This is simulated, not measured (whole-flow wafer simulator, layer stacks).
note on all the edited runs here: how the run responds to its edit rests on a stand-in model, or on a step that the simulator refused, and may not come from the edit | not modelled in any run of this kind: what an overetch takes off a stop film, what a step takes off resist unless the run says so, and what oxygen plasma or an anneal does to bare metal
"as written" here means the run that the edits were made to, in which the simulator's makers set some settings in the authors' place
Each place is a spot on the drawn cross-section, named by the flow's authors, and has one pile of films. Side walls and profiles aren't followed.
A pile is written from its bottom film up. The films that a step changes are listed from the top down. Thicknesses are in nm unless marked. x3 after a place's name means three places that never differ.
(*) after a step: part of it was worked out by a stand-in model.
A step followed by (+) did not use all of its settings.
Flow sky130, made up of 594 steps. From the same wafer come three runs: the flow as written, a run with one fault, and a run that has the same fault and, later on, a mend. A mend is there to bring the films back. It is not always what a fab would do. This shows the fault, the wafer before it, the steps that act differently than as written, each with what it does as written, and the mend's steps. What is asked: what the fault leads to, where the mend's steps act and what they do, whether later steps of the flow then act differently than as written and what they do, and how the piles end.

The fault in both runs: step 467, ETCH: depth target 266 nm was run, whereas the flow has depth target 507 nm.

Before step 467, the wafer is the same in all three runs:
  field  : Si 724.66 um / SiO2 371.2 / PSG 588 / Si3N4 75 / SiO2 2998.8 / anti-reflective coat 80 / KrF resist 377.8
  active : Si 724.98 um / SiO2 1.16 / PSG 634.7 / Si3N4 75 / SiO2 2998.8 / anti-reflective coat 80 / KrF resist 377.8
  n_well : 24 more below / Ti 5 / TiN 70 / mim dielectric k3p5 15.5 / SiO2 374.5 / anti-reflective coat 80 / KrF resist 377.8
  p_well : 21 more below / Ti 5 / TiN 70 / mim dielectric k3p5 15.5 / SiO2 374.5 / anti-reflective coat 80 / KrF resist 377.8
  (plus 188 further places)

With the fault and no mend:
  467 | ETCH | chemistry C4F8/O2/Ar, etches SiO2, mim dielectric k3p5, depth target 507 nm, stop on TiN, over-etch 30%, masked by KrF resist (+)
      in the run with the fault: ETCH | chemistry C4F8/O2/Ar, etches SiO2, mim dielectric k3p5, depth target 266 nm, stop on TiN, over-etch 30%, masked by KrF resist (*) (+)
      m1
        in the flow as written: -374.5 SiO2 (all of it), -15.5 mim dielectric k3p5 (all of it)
        in the run with the fault: -266 SiO2
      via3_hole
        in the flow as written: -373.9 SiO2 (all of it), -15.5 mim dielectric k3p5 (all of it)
        in the run with the fault: -266 SiO2
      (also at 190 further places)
  Steps later in the flow that act otherwise than as written (not shown: 1 more step that differs only slightly, by at most 2% or 0.5 nm, whichever is larger):
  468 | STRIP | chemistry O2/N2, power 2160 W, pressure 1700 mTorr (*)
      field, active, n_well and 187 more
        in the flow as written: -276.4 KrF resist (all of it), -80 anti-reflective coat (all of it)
        in the run with the fault: -324.6 KrF resist (all of it), -80 anti-reflective coat (all of it)
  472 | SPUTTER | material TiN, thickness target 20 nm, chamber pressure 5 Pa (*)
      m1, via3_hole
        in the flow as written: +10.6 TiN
        in the run with the fault: +12.4 TiN (new film)
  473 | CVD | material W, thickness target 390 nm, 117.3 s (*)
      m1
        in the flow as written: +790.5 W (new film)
        in the run with the fault: +664.2 W (new film)
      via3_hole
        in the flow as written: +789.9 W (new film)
        in the run with the fault: +664.2 W (new film)
  By the end, the piles at m1, via3_hole depart from the flow's by more than 2% or 0.5 nm, whichever is larger.
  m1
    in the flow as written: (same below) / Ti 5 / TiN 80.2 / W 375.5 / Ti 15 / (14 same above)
    in the run with the fault: (same below) / Ti 5 / TiN 70 / mim dielectric k3p5 15.5 / SiO2 108.5 / TiN 12.4 / W 249.2 / Ti 15 / (14 same above)
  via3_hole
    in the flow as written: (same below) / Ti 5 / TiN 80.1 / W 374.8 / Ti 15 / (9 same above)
    in the run with the fault: (same below) / Ti 5 / TiN 70 / mim dielectric k3p5 15.5 / SiO2 107.9 / TiN 12.4 / W 249.2 / Ti 15 / (9 same above)

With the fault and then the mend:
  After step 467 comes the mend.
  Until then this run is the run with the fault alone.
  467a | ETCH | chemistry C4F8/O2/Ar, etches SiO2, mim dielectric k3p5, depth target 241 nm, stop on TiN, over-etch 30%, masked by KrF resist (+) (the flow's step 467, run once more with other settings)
      field, active, n_well and 187 more
        -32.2 KrF resist
      m1
        -108.5 SiO2 (all of it), -15.5 mim dielectric k3p5 (all of it)
      via3_hole
        -107.9 SiO2 (all of it), -15.5 mim dielectric k3p5 (all of it)
  Steps later in the flow that act otherwise than as written:
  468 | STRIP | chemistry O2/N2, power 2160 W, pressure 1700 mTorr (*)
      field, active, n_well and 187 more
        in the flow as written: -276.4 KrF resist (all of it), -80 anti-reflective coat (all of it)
        in the run with the mend: -292.4 KrF resist (all of it), -80 anti-reflective coat (all of it)
  The piles end the same as the flow's at every place that both follow.
